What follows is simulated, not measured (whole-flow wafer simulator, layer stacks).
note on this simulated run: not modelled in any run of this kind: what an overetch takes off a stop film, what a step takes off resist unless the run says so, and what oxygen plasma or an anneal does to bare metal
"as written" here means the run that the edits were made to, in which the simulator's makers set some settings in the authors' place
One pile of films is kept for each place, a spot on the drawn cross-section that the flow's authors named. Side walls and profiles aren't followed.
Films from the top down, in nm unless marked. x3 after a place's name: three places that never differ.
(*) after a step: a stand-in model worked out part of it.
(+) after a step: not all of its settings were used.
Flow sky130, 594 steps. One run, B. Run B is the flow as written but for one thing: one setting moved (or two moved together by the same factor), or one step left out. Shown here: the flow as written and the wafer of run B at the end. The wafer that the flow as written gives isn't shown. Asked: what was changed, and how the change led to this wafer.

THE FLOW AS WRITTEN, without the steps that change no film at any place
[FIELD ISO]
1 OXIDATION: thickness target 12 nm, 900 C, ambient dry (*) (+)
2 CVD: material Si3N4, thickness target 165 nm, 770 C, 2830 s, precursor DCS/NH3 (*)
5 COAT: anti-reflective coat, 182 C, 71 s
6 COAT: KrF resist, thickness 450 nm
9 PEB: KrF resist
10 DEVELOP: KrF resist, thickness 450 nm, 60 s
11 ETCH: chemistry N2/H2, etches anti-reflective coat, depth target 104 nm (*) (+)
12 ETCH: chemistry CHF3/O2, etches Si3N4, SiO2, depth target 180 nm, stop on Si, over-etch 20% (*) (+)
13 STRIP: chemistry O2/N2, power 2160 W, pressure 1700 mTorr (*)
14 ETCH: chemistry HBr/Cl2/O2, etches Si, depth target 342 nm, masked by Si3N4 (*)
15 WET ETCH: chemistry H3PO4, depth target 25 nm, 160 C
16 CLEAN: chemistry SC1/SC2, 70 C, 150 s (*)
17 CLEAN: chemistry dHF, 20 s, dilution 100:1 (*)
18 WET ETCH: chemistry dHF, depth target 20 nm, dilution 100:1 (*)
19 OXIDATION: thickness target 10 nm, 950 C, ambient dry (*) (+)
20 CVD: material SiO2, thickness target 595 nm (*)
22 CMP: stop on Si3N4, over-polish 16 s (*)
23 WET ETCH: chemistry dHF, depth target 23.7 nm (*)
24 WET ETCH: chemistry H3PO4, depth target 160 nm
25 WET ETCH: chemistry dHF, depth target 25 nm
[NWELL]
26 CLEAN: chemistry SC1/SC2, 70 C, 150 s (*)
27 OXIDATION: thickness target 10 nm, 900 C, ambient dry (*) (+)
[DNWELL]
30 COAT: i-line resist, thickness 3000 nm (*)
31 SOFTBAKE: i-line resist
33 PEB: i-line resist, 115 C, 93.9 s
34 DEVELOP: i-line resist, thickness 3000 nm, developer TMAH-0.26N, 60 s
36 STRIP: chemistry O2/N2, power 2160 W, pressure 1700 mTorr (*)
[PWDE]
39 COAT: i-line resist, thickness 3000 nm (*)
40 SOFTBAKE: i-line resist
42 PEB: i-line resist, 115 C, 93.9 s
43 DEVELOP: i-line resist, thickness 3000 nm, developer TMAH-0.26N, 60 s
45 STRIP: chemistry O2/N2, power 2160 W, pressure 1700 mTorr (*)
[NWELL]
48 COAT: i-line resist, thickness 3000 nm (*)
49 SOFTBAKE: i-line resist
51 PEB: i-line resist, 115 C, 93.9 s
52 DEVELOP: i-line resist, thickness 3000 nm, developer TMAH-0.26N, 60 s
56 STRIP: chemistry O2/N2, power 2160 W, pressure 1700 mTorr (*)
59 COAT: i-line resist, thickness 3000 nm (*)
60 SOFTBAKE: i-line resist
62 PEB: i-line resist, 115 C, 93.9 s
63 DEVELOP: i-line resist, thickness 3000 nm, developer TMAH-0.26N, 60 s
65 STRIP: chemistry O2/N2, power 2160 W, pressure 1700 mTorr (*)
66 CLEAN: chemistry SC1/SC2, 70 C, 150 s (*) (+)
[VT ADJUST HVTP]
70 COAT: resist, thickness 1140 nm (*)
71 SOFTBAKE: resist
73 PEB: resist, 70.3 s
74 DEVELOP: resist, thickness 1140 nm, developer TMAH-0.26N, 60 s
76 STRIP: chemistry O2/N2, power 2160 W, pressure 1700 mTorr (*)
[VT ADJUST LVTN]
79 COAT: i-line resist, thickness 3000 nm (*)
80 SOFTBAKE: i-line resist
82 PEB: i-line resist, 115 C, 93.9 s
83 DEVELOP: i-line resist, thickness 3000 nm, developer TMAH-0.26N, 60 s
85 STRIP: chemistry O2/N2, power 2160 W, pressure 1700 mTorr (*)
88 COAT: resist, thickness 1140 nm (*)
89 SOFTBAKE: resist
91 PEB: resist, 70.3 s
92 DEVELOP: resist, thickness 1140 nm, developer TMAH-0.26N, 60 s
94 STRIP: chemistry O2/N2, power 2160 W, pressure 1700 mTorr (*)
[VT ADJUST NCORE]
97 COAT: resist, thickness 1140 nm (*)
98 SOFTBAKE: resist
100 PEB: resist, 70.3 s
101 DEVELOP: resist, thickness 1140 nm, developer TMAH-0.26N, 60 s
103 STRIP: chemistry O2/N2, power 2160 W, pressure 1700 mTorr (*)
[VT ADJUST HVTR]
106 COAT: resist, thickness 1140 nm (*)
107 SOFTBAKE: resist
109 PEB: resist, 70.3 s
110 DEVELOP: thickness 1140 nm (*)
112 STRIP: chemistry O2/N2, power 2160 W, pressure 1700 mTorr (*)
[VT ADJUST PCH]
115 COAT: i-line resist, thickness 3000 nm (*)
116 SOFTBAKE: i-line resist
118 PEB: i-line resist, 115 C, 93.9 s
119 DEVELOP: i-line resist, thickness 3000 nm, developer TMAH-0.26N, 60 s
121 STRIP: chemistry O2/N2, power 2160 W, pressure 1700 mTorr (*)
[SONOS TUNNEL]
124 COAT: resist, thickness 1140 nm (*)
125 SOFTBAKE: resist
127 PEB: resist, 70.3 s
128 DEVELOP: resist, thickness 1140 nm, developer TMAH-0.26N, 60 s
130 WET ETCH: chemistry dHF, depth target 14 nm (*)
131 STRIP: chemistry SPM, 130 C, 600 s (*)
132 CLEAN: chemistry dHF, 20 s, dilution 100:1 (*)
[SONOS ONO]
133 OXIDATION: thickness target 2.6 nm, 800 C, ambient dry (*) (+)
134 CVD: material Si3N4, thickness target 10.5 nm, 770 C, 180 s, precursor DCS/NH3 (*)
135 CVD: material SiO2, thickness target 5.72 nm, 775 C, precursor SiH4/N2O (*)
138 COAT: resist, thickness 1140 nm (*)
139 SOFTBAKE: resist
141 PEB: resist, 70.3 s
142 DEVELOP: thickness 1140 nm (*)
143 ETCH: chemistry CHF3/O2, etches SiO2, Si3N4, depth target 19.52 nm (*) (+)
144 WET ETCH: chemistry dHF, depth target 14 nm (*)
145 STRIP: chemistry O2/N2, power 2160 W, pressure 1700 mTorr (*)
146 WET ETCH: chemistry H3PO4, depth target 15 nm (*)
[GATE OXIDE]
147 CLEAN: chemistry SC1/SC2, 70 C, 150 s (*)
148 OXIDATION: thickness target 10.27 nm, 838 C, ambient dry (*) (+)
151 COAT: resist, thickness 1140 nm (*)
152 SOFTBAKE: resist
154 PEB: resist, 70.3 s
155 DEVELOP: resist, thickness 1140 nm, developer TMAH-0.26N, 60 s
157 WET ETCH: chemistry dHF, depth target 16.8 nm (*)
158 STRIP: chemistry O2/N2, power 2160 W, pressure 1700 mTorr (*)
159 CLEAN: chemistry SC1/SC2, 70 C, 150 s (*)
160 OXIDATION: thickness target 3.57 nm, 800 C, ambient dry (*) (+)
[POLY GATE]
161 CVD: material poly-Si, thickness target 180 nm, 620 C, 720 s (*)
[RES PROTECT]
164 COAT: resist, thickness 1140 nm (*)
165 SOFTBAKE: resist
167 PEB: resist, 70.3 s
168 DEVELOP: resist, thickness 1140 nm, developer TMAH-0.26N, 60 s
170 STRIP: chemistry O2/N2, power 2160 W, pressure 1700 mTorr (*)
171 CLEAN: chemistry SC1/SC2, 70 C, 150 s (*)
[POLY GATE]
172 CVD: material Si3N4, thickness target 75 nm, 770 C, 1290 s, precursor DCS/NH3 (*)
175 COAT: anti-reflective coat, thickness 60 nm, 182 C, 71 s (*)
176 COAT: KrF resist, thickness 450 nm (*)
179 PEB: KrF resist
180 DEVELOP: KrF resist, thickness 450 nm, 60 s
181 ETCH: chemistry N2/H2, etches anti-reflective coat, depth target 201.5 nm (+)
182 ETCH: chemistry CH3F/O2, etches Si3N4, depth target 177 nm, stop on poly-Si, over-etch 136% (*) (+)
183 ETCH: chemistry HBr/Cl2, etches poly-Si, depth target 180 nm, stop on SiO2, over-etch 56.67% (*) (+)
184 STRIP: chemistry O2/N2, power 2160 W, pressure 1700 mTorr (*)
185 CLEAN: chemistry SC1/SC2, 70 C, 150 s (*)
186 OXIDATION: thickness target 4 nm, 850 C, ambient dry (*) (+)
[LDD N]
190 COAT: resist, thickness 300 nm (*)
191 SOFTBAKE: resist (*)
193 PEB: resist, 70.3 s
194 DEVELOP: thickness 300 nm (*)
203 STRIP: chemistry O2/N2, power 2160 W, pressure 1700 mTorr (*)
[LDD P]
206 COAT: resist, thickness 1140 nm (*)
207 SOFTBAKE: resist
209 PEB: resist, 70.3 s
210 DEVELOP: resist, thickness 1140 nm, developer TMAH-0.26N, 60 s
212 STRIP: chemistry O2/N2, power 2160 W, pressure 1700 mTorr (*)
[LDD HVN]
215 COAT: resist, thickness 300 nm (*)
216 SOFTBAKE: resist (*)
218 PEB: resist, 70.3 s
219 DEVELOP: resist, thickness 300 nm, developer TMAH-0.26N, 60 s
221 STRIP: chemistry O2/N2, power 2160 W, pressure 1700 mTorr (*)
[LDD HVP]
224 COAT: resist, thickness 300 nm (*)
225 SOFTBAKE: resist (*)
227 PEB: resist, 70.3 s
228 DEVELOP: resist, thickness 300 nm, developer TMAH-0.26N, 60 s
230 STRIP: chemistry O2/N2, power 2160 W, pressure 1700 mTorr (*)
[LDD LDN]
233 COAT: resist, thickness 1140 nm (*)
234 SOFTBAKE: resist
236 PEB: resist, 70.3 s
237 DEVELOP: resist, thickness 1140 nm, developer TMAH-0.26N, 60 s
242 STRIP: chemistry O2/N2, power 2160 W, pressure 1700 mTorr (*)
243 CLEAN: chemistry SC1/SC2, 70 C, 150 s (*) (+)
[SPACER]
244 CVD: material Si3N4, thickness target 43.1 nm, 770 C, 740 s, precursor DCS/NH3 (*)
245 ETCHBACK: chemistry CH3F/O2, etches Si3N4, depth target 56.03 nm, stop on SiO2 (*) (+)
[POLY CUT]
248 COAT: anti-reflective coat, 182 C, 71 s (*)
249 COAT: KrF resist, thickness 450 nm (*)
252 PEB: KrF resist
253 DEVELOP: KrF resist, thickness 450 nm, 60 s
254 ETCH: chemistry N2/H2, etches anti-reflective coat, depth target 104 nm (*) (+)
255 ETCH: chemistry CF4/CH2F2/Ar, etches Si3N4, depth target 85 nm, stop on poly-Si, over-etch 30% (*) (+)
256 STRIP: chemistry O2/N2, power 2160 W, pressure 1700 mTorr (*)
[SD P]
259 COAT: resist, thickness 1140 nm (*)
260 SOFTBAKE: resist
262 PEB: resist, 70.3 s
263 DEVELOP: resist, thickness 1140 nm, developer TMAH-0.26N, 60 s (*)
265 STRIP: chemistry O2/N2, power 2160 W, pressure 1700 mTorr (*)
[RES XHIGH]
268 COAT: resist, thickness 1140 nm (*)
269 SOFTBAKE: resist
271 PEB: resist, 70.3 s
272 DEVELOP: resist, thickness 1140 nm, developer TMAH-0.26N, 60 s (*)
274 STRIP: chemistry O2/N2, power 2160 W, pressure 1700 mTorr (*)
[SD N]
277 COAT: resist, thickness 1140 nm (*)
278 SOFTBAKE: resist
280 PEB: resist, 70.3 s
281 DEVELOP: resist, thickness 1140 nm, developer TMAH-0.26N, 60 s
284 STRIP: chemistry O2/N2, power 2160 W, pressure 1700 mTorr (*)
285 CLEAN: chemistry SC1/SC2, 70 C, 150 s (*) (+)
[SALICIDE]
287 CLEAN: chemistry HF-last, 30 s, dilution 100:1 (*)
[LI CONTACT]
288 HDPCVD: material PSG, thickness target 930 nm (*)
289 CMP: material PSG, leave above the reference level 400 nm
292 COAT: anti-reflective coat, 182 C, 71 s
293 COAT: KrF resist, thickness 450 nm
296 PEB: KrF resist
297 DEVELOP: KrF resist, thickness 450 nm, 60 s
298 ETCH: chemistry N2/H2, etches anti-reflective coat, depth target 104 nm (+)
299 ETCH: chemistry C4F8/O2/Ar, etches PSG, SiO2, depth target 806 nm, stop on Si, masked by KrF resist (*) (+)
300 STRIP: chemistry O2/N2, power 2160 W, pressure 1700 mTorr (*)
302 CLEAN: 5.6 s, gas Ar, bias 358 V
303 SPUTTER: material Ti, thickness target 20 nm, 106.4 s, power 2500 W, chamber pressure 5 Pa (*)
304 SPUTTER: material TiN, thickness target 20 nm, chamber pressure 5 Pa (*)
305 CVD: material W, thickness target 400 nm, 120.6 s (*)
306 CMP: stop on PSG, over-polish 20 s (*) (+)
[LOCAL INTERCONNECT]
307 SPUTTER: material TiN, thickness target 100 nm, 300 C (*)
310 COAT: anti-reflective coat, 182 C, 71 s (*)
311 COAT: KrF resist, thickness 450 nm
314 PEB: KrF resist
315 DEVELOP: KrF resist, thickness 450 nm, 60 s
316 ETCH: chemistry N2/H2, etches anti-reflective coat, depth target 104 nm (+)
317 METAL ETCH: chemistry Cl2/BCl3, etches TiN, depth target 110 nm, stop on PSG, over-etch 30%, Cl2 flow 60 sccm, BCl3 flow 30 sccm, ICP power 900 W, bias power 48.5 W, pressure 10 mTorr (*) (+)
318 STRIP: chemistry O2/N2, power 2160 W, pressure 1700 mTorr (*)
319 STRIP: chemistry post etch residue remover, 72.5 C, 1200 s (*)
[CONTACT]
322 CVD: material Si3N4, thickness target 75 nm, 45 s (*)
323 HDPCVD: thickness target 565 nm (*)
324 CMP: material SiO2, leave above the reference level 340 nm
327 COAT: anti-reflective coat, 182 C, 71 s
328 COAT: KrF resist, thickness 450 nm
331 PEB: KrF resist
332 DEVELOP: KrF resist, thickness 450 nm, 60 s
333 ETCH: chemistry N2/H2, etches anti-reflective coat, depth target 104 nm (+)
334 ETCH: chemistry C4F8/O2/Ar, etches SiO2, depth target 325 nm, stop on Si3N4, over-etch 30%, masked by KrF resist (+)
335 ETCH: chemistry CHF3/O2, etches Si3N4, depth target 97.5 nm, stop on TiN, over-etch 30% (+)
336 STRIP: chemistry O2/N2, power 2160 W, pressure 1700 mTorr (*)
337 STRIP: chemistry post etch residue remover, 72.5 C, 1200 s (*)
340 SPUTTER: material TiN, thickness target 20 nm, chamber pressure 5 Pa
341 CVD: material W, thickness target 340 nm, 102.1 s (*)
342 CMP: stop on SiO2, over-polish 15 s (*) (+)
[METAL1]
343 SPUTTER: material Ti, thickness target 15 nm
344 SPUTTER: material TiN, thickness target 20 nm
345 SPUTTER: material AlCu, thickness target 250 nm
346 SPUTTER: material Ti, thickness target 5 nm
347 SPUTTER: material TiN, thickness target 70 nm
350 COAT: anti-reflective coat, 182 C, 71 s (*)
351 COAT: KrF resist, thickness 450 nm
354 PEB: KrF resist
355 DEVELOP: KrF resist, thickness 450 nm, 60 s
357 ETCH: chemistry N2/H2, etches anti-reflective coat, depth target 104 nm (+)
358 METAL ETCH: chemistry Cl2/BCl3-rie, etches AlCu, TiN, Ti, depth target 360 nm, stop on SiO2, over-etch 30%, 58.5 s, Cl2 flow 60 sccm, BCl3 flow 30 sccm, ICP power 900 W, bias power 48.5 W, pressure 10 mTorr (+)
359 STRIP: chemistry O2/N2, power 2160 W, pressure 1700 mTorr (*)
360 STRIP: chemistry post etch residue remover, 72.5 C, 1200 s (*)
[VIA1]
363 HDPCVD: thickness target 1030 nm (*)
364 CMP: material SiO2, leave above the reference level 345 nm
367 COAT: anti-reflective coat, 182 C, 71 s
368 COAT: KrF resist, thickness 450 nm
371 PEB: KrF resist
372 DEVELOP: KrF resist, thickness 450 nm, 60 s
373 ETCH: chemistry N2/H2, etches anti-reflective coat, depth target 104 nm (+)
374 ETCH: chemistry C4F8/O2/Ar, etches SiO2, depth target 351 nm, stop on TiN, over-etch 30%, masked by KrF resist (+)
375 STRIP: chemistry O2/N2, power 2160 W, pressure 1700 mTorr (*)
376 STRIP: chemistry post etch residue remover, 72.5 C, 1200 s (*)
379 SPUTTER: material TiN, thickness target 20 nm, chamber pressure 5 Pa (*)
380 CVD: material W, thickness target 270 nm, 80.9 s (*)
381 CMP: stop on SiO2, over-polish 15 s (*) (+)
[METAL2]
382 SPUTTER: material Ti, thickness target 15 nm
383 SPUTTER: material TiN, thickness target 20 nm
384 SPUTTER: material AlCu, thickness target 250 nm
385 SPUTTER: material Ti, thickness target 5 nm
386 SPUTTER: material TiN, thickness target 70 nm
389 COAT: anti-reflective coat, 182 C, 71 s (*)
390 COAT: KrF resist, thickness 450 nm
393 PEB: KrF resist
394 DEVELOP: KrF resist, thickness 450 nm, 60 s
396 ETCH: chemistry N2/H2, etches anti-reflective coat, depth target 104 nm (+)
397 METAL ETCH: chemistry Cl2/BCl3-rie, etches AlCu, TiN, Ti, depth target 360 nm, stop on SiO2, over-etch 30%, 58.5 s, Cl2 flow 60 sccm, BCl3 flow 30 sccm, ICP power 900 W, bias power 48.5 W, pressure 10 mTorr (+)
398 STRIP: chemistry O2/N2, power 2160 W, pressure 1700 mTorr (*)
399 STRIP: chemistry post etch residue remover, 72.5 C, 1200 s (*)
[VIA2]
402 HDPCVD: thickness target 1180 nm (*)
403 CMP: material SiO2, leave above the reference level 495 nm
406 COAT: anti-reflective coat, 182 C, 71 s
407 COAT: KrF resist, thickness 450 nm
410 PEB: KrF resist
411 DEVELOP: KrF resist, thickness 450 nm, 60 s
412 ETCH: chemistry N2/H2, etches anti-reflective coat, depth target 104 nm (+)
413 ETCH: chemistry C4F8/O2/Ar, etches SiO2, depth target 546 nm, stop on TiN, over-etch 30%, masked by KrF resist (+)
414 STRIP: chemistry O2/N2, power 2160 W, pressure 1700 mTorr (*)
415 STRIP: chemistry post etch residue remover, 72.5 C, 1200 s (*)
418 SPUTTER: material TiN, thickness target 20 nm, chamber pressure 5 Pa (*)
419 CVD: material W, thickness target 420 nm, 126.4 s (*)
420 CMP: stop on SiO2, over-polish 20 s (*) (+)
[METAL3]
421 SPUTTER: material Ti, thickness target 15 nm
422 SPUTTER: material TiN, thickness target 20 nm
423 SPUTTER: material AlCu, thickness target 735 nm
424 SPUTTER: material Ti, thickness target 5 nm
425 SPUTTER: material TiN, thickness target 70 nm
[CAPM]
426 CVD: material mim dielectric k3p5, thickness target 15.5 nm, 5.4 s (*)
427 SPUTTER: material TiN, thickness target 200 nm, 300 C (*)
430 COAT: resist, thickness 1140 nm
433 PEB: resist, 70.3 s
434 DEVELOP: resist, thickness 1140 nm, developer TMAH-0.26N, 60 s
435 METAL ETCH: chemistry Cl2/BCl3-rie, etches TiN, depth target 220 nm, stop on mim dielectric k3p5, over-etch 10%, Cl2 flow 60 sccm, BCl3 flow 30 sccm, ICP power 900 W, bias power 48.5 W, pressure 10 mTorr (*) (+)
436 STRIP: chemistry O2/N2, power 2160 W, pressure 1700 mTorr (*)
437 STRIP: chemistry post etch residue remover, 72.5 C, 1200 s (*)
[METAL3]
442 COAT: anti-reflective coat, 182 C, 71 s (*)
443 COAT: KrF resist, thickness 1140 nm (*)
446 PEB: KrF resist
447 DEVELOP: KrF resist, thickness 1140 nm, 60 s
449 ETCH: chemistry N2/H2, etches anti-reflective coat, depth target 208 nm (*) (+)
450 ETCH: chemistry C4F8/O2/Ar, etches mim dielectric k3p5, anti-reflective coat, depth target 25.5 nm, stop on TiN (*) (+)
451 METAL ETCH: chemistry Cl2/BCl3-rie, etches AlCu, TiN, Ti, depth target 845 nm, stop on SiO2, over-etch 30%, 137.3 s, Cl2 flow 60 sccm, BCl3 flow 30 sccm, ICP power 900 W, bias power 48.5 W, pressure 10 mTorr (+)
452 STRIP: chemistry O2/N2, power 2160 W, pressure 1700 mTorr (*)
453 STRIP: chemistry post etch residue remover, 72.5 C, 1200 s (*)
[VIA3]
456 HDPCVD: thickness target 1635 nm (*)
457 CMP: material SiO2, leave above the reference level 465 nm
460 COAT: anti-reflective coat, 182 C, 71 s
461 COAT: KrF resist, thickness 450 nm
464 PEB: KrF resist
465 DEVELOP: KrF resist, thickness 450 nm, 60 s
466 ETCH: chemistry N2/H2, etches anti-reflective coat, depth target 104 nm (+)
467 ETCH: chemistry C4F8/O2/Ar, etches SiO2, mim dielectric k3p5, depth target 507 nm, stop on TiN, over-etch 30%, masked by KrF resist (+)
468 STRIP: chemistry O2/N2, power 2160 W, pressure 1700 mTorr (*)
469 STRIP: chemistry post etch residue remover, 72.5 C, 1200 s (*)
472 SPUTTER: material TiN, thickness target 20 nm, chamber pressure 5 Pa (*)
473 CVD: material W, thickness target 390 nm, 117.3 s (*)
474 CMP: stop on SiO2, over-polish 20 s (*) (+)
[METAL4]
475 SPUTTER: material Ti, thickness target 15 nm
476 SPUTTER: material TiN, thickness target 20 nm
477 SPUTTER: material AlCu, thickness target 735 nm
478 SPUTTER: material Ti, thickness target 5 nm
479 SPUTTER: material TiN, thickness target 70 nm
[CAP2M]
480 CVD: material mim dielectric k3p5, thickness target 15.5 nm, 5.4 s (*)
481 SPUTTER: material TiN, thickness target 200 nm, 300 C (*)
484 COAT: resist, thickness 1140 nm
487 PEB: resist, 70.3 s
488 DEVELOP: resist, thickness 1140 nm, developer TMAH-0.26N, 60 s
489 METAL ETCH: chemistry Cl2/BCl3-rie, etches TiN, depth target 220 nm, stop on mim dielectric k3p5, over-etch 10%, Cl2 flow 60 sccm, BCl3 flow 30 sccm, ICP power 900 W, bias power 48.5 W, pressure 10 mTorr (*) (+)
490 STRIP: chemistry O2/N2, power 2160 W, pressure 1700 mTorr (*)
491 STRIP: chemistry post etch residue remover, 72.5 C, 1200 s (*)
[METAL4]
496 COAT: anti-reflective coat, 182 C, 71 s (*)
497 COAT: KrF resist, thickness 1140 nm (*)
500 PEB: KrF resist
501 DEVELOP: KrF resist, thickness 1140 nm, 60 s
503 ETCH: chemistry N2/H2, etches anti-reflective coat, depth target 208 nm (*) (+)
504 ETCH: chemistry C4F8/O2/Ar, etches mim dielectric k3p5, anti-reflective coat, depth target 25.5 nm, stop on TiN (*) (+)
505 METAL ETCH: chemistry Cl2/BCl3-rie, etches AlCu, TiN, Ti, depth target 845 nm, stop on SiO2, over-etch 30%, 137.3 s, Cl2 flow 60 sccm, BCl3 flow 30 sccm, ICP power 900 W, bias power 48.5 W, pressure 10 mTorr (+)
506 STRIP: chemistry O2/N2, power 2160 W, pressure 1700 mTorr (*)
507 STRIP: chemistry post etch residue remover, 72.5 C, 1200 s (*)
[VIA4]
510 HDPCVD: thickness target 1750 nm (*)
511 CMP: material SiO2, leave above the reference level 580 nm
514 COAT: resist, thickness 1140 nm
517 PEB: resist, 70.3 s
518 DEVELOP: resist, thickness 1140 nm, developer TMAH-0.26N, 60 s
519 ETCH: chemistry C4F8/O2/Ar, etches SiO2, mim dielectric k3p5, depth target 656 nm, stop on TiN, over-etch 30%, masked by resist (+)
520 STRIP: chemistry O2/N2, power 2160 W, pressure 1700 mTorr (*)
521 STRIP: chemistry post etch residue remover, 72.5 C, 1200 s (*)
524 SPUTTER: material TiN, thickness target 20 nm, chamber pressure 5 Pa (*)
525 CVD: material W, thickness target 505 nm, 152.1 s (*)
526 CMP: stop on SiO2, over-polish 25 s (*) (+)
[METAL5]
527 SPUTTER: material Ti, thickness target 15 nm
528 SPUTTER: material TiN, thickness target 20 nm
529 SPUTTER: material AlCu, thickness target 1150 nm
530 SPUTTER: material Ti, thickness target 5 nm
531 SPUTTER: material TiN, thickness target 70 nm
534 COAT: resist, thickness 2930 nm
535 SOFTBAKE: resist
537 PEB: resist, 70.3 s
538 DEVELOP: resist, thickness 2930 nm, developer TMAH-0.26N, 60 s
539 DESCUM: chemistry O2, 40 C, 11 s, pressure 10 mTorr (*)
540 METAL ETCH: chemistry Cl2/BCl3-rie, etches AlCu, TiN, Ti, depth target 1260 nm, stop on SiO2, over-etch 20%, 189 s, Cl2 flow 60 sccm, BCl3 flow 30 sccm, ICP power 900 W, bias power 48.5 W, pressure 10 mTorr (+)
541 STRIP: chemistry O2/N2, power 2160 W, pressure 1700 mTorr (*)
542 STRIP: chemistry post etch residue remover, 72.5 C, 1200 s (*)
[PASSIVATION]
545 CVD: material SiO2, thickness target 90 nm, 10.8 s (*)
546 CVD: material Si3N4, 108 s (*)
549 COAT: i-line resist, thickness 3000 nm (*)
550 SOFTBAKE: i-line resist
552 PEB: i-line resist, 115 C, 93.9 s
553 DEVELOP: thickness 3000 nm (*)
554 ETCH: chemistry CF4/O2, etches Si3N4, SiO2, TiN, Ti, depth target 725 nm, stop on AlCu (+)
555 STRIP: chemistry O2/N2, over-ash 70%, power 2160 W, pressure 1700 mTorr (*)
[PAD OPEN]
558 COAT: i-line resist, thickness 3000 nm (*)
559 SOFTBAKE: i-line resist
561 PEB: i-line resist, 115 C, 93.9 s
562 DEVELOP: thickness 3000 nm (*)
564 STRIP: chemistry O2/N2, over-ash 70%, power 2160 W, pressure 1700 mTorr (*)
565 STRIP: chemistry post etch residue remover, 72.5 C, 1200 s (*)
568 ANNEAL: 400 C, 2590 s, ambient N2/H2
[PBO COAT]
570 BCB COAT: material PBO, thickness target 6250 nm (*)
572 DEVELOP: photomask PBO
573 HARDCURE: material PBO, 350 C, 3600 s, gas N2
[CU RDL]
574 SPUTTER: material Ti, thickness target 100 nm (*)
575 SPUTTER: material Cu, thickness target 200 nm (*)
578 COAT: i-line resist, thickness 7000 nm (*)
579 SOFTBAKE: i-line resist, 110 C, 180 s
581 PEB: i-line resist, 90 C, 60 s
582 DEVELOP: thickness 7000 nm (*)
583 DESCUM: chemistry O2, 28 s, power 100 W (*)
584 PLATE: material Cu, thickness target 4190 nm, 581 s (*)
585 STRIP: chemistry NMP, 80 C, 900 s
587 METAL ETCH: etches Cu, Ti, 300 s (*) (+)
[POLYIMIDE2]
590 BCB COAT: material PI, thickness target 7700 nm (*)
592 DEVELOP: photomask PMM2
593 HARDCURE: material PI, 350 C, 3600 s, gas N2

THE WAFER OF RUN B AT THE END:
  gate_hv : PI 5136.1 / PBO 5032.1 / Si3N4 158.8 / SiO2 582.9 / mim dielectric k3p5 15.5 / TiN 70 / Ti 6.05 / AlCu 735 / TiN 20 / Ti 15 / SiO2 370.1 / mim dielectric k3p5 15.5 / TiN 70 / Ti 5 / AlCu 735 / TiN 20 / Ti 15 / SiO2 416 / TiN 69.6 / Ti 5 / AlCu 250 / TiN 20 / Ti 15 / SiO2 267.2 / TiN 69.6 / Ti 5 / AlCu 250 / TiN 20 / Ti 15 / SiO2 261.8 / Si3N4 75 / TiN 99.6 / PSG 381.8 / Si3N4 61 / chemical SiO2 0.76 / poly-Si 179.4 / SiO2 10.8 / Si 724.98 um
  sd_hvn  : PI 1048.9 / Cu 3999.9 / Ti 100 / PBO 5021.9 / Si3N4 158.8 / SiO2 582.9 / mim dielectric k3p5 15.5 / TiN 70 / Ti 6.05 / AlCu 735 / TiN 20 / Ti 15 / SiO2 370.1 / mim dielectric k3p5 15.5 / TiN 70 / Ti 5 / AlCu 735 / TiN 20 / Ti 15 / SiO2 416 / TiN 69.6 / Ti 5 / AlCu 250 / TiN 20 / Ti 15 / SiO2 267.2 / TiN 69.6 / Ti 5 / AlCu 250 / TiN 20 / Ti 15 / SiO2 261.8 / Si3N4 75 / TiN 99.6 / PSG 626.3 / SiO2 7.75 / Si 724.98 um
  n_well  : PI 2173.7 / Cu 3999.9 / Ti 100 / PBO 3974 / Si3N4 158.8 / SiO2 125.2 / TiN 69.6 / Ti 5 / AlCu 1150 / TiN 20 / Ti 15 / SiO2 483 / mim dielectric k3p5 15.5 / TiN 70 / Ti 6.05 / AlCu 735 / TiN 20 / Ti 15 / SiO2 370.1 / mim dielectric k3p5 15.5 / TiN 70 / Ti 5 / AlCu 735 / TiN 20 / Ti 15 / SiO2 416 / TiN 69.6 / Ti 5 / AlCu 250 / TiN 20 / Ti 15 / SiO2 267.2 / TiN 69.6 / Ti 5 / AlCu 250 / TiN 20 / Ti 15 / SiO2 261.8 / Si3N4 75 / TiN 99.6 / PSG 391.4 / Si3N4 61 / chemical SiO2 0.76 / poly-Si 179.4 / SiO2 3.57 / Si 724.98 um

The cause: step 478, SPUTTER: thickness target 6.05 nm was run, where the flow has thickness target 5 nm.
It can be read off the wafer: gate_hv has Ti 6.05, and step 478 as written asks for 5 nm.

How the change led to this, step by step:
  478 SPUTTER: material Ti, thickness target 5 nm
      field, active, n_well and 189 more: Ti +6.05 (new film) (as written it would be: Ti +5 (new film))
  505 METAL ETCH: chemistry Cl2/BCl3-rie, etches AlCu, TiN, Ti, depth target 845 nm, stop on SiO2, over-etch 30%, 137.3 s, Cl2 flow 60 sccm, BCl3 flow 30 sccm, ICP power 900 W, bias power 48.5 W, pressure 10 mTorr (+)
      field, gate, spacer and 68 more: TiN -70 (all of it), Ti -6.05 (all of it), AlCu -735 (all of it), TiN -20 (all of it), Ti -15 (all of it), SiO2 -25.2 (as written it would be: TiN -70 (all of it), Ti -5 (all of it), AlCu -735 (all of it), TiN -20 (all of it), Ti -15 (all of it), SiO2 -25.4)
      active, vpp_iso1, mim_edge_plate and 14 more: TiN -70 (all of it), Ti -6.05 (all of it), AlCu -735 (all of it), TiN -20 (all of it), Ti -15 (all of it), SiO2 -25.2 (as written it would be: TiN -70 (all of it), Ti -5 (all of it), AlCu -735 (all of it), TiN -20 (all of it), Ti -15 (all of it), SiO2 -25.3)
